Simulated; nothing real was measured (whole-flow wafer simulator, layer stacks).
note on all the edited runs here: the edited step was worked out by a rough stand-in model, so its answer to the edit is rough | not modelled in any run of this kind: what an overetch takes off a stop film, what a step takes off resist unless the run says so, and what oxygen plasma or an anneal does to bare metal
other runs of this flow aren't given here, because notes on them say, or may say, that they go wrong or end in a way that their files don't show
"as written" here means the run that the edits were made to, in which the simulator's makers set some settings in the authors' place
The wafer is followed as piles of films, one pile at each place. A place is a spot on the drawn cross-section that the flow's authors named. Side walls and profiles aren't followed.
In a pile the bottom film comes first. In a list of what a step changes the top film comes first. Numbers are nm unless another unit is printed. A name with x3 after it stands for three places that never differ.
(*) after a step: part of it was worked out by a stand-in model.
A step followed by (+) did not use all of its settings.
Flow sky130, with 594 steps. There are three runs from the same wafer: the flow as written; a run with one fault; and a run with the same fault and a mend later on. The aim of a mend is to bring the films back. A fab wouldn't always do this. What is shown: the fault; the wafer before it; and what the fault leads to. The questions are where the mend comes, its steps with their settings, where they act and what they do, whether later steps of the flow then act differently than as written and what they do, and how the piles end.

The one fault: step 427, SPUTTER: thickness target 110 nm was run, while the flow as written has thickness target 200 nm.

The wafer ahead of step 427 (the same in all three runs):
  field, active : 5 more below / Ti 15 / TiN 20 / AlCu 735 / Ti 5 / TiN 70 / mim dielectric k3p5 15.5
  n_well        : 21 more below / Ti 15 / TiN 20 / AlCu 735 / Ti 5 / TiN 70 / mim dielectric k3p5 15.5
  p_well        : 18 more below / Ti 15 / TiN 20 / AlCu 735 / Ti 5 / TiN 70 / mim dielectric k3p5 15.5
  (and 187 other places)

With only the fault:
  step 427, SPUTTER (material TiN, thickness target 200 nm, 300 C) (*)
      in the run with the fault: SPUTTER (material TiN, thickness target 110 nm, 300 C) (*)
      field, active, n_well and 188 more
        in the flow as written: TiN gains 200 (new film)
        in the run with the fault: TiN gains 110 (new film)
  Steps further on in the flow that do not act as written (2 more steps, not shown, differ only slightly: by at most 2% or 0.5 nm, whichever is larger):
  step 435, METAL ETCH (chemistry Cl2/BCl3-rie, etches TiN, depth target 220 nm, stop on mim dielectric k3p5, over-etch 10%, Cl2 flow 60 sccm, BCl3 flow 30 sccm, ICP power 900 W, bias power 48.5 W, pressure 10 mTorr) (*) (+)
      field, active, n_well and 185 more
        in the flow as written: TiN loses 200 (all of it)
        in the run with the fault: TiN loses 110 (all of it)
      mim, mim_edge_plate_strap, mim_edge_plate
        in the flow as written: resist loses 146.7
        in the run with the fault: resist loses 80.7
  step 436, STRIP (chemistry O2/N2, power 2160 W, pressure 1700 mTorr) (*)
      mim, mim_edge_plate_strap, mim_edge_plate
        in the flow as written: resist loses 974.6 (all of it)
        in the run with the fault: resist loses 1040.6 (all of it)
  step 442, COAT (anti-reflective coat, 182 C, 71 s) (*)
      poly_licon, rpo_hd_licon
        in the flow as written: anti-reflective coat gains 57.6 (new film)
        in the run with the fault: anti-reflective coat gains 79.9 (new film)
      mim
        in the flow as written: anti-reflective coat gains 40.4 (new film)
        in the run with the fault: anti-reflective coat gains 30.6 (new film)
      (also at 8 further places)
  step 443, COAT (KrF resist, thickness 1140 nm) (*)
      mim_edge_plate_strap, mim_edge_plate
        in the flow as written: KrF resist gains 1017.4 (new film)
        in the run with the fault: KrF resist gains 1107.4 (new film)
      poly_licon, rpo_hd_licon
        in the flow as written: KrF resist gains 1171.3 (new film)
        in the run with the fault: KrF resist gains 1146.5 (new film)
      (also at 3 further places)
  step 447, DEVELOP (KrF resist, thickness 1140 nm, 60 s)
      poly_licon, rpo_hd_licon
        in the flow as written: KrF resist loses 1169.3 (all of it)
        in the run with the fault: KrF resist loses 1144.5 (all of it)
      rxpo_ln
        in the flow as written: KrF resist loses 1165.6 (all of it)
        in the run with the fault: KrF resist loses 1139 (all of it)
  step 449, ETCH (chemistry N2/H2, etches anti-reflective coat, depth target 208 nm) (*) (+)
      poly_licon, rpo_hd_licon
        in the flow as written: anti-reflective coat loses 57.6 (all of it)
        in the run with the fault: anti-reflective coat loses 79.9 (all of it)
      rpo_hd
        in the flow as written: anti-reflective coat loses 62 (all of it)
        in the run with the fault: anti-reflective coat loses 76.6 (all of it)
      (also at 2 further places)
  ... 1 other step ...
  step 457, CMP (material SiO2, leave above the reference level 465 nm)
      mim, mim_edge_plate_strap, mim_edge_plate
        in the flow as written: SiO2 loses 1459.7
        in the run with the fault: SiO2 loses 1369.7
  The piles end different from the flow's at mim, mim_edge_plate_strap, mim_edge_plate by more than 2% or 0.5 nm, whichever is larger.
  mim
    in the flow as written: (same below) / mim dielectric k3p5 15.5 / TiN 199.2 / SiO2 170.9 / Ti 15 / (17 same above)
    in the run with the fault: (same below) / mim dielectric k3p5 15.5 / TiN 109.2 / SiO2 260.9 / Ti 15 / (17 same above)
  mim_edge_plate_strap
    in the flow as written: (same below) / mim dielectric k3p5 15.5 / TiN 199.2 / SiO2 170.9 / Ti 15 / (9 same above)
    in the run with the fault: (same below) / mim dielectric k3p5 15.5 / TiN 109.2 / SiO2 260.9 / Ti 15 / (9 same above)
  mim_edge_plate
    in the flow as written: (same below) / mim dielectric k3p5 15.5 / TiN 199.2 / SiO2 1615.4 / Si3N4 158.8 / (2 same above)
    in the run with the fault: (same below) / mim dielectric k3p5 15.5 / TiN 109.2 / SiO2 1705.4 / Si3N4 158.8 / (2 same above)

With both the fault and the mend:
  The mend follows step 427.
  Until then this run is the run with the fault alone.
  step 427a, SPUTTER (material TiN, thickness target 90 nm, 300 C) (*) (a further turn of the flow's step 427, with different settings)
      field, active, n_well and 188 more
        TiN gains 90
  None of the later steps of the flow acts differently than as written at any place that is followed.
  By the end, the piles equal the flow's at every place that both follow.
